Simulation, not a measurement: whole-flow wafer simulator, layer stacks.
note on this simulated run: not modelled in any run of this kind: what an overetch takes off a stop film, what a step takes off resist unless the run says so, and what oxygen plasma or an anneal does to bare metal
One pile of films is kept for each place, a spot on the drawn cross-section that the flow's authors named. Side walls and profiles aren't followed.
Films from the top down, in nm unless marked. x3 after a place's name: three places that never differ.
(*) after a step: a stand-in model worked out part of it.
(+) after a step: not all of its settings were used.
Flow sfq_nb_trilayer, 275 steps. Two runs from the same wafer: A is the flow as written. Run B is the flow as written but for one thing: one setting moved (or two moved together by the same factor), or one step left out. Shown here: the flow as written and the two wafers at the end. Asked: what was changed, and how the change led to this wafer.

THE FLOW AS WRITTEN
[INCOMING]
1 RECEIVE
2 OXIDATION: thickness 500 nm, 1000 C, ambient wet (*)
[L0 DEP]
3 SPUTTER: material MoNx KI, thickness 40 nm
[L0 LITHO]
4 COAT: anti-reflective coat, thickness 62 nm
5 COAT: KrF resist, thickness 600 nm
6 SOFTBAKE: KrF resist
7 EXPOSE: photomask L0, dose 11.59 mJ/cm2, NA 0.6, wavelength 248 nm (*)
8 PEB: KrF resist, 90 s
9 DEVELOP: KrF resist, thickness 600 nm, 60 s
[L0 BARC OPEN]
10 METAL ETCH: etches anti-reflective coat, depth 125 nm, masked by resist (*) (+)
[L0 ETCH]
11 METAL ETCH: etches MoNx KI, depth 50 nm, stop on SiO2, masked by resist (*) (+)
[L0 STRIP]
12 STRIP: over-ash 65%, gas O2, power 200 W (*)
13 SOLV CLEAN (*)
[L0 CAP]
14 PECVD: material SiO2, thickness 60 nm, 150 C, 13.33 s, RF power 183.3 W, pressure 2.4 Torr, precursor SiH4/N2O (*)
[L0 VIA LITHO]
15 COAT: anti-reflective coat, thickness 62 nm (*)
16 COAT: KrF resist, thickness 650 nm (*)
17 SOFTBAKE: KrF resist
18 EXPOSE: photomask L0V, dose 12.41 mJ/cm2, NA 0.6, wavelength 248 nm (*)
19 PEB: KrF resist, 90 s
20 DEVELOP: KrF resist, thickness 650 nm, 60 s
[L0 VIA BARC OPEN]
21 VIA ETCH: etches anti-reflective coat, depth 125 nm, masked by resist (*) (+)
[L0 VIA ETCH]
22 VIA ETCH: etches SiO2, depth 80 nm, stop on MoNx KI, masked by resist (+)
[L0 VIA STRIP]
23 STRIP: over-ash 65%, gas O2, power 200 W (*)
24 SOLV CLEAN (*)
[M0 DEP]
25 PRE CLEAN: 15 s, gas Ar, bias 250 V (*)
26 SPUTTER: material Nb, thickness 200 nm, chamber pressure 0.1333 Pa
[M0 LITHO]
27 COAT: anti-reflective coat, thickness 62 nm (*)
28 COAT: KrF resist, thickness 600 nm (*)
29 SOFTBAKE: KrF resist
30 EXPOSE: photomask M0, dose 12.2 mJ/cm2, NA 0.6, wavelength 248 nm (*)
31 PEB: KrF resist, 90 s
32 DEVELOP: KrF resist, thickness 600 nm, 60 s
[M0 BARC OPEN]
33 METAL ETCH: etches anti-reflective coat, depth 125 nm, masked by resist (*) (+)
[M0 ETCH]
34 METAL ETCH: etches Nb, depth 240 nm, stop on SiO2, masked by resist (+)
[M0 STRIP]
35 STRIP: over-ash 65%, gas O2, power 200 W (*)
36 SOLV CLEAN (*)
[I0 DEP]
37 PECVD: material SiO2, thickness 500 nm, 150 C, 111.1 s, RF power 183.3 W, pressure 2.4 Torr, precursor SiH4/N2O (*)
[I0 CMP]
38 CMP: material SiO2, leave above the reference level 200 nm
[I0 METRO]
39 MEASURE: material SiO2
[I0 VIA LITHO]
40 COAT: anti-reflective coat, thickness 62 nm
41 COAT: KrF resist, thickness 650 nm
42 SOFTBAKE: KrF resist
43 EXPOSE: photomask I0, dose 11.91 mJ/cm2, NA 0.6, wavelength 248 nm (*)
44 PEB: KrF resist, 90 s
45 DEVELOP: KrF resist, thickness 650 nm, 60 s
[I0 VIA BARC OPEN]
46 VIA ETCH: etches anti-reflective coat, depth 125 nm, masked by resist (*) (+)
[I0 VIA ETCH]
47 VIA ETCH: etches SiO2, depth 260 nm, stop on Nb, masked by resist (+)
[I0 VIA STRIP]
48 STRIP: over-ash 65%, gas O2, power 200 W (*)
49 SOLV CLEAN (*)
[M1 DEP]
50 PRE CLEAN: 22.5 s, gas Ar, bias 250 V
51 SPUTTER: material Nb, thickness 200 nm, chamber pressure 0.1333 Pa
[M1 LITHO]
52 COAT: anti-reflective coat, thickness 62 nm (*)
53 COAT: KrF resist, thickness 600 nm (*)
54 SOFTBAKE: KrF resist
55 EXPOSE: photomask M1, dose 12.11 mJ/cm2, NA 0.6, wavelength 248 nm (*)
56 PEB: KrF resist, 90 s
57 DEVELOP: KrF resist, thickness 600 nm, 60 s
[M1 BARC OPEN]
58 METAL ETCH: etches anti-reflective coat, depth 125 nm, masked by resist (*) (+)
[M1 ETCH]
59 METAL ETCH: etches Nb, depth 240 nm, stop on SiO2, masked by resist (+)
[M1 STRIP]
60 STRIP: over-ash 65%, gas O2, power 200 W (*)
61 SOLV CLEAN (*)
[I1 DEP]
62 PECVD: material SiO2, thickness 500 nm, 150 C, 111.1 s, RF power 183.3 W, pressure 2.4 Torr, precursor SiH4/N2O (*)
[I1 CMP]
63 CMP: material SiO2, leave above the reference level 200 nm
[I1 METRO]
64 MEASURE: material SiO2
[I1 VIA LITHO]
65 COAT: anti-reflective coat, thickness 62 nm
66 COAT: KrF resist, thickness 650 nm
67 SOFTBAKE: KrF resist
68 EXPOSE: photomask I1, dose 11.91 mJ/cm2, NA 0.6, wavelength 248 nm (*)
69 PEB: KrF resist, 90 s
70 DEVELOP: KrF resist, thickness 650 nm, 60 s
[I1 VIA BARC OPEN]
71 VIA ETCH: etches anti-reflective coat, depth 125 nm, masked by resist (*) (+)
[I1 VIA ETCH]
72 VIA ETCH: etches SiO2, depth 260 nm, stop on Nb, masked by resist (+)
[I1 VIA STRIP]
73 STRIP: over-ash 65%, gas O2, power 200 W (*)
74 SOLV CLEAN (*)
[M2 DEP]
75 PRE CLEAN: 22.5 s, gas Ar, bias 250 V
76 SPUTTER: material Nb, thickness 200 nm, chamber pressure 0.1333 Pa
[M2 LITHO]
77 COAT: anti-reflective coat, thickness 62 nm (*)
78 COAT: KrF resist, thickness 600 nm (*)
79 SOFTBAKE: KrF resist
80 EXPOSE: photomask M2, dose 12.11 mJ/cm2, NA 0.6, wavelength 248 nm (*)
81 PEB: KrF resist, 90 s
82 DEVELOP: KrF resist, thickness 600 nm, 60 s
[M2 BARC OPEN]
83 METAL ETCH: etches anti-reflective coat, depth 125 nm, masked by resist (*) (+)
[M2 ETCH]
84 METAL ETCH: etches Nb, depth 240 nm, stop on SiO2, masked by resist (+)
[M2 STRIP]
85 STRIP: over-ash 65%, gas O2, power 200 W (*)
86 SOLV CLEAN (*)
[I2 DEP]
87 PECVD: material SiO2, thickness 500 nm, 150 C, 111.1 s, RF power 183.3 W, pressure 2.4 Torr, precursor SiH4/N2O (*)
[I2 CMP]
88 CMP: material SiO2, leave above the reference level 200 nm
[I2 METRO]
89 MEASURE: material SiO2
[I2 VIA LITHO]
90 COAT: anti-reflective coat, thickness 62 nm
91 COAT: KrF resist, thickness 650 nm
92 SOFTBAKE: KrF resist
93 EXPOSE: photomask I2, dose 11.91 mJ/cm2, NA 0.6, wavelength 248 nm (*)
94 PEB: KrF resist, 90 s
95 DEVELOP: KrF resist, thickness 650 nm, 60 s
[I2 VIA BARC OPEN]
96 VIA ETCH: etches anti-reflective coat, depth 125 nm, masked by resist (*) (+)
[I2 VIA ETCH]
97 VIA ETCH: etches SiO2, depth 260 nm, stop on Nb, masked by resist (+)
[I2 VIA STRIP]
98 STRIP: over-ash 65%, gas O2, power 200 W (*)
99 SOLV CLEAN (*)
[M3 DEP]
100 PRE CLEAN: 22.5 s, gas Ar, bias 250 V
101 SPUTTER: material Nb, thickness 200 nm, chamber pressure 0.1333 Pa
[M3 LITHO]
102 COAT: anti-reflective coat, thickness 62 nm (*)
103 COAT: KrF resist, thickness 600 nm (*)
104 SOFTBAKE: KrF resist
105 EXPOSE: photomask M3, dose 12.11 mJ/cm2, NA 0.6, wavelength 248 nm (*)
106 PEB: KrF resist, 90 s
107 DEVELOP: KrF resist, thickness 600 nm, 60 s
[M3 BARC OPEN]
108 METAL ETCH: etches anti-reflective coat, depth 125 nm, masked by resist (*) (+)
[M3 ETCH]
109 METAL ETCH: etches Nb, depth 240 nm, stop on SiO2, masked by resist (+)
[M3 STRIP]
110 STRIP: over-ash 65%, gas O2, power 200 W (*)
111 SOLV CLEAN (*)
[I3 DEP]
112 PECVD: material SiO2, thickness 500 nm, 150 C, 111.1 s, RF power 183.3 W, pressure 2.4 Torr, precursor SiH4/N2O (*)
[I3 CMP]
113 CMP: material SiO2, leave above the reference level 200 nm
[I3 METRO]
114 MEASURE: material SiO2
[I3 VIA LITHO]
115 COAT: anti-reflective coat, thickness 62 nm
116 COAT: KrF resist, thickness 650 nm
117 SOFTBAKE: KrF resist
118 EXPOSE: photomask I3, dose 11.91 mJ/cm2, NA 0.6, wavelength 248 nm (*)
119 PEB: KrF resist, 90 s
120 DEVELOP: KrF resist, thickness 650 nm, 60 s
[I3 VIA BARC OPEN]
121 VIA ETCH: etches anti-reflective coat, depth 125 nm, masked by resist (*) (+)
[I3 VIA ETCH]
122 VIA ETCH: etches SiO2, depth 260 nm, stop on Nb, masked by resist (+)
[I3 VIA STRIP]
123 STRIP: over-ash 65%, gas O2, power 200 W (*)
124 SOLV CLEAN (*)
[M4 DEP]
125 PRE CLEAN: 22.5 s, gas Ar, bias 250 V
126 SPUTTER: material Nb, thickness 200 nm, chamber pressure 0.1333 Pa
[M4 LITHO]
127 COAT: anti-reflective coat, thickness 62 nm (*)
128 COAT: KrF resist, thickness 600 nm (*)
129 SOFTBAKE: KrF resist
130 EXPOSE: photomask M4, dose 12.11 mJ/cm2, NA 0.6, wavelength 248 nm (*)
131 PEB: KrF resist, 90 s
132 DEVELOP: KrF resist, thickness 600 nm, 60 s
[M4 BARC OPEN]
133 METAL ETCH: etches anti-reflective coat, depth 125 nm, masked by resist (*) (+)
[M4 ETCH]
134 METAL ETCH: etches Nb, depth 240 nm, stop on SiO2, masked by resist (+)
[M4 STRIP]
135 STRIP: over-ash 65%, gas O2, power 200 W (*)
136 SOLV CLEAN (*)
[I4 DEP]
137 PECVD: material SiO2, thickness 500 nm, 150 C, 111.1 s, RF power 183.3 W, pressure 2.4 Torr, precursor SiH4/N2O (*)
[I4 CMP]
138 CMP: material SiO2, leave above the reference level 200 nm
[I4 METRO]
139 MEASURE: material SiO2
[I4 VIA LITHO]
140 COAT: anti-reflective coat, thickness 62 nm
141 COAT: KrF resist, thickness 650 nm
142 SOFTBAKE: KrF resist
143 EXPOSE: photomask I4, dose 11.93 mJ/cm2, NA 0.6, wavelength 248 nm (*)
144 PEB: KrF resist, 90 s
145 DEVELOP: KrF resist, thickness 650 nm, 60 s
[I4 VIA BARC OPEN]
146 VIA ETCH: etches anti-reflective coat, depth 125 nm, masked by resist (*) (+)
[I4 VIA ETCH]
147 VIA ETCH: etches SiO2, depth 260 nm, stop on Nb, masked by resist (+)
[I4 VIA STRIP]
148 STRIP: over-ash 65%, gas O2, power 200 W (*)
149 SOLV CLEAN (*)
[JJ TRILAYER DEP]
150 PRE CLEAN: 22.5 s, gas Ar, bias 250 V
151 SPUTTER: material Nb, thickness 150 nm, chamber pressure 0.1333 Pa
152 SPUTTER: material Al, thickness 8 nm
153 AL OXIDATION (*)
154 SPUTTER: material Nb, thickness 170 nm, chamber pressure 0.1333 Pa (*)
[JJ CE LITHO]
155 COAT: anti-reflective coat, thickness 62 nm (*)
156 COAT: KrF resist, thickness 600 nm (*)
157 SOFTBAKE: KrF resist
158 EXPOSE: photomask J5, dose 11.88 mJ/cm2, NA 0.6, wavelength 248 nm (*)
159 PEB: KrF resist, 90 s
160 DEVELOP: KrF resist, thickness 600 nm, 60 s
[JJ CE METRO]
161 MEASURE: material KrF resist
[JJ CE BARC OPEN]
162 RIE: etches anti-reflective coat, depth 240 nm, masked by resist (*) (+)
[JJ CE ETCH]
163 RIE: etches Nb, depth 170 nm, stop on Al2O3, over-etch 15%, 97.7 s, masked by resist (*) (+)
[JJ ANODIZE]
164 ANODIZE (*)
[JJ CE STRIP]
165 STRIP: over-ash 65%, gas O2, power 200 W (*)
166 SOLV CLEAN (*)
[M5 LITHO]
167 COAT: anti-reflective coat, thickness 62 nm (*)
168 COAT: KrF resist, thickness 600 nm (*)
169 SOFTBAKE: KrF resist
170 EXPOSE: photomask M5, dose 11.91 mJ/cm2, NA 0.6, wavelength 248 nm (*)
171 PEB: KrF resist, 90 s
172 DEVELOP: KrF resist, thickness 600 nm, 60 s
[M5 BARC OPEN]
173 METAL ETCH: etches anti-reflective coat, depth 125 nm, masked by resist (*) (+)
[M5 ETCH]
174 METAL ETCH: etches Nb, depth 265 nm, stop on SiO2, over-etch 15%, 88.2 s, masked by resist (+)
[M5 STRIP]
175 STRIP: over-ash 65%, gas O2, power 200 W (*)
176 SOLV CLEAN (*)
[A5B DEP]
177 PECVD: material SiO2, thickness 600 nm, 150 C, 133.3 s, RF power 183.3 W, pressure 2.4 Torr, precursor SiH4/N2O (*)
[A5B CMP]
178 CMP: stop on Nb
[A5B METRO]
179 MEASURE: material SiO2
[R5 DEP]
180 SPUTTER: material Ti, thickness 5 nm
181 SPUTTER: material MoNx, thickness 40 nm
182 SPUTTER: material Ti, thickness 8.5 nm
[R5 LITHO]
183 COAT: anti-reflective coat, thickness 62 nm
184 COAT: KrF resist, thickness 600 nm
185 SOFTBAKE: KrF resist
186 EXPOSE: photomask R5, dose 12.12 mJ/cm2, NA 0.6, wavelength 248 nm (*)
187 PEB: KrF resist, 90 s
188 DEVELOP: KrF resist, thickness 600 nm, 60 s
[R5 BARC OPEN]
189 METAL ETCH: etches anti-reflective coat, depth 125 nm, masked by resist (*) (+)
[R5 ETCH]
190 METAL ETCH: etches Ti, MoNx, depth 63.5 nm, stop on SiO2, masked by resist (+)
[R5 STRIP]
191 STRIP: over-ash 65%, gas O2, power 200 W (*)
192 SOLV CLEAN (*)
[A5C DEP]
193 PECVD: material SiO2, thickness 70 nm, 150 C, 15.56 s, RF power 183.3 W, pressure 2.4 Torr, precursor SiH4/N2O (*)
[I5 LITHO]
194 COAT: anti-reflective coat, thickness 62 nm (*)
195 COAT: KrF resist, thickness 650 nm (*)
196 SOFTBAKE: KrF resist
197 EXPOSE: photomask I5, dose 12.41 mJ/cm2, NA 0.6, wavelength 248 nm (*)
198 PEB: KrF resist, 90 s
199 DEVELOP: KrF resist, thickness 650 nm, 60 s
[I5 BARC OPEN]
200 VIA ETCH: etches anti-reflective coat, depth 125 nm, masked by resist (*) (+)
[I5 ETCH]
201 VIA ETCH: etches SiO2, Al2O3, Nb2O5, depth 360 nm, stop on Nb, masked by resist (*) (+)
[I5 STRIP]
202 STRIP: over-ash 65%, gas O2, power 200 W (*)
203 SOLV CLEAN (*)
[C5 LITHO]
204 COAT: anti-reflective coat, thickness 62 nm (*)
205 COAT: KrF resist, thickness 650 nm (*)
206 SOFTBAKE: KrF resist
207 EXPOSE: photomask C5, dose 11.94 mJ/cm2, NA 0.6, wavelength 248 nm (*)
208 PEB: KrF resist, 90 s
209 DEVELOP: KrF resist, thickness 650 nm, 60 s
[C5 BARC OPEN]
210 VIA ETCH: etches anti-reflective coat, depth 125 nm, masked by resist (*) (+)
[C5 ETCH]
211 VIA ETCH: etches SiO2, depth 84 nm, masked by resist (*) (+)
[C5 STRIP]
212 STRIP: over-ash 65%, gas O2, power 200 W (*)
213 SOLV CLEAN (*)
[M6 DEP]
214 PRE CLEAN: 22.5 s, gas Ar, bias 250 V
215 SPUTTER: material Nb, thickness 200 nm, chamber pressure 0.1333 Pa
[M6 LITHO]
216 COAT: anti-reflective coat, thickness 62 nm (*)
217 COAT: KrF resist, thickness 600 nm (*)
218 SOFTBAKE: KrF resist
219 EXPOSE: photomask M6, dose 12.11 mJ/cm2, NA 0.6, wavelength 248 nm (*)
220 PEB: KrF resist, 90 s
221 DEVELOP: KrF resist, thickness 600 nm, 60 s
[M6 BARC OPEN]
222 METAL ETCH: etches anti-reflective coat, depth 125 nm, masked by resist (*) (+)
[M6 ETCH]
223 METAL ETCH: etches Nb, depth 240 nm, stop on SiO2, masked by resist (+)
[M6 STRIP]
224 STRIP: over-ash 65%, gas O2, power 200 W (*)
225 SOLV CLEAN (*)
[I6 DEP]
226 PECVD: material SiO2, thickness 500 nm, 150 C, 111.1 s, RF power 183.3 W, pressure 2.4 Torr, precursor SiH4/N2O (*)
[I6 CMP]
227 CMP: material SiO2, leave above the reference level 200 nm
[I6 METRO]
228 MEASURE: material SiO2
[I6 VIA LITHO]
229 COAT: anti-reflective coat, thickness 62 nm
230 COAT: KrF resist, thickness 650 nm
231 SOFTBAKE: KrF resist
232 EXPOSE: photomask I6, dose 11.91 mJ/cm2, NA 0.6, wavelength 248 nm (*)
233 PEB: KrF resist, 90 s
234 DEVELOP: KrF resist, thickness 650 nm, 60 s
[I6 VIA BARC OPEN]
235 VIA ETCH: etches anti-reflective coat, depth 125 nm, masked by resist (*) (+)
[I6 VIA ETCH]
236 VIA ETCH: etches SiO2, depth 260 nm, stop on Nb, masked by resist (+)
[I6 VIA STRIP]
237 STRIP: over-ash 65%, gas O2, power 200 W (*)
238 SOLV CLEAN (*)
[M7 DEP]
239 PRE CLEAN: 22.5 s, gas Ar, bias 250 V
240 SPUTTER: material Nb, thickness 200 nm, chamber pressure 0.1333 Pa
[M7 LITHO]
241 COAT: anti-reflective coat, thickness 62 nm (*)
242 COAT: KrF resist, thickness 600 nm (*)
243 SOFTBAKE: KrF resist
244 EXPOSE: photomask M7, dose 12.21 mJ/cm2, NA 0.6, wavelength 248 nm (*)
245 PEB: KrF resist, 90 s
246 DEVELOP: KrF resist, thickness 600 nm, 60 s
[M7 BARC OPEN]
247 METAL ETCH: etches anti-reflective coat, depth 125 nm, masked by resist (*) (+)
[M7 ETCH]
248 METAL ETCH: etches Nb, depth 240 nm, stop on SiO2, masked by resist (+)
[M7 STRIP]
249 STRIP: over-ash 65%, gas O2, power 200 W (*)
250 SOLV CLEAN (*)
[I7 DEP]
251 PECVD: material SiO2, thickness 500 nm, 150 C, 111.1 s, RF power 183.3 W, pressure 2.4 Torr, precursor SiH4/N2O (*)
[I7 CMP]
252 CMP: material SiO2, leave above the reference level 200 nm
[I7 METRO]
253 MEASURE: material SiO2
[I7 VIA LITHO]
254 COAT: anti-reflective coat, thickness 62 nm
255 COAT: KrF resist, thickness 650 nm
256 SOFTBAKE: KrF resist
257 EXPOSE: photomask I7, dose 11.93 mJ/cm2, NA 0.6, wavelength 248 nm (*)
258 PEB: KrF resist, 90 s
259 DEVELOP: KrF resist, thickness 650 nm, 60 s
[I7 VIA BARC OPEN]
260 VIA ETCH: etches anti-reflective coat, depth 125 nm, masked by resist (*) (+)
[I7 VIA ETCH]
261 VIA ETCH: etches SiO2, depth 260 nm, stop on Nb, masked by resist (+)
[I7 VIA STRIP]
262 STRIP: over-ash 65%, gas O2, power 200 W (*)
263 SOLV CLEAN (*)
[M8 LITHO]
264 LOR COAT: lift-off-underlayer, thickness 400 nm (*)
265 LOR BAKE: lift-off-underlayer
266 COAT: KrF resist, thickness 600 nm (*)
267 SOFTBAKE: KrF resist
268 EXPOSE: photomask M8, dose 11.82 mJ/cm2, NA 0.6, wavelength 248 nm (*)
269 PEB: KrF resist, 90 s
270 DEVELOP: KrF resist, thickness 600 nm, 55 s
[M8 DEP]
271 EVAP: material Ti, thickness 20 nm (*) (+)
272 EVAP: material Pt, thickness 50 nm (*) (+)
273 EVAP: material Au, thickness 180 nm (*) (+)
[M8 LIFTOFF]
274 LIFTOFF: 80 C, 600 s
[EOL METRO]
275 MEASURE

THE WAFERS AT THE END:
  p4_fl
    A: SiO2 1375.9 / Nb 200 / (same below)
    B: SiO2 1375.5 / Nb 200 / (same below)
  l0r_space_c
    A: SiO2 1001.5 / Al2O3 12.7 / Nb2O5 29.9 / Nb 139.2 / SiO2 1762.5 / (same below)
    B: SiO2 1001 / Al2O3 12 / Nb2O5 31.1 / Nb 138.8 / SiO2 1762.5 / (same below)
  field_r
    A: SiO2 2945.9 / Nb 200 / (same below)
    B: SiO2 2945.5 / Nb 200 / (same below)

The cause: step 152, SPUTTER: thickness 7.6 nm was run, where the flow has thickness 8 nm.

How the change led to this, step by step:
  164 ANODIZE (*)
      field_l, v_sur, via_sp and 96 more: A Al2O3 +12.2, Nb2O5 +29.9 (new film), Al -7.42 (all of it), Nb -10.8 | B Al2O3 +11.6, Nb2O5 +31.1 (new film), Al -7.02 (all of it), Nb -11.2
      via_w: A Al2O3 +10.8 (new film), Nb2O5 +33.3 (new film), Al -6.54 (all of it), Nb -12 | B Al2O3 +10.2 (new film), Nb2O5 +34.4 (new film), Al -6.19 (all of it), Nb -12.4
  174 METAL ETCH: etches Nb, depth 265 nm, stop on SiO2, over-etch 15%, 88.2 s, masked by resist (+)
      field_l, r_sur, res and 50 more: A Al2O3 -12.6 (all of it), Nb2O5 -29.9 (all of it), Nb -139.2 (all of it), SiO2 -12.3 | B Al2O3 -12 (all of it), Nb2O5 -31.1 (all of it), Nb -138.8 (all of it), SiO2 -12.3
  201 VIA ETCH: etches SiO2, Al2O3, Nb2O5, depth 360 nm, stop on Nb, masked by resist (*) (+)
      be: A SiO2 -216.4 (all of it), Al2O3 -12.7 (all of it), Nb2O5 -29.9 (all of it) | B SiO2 -215.9 (all of it), Al2O3 -12 (all of it), Nb2O5 -31.1 (all of it)
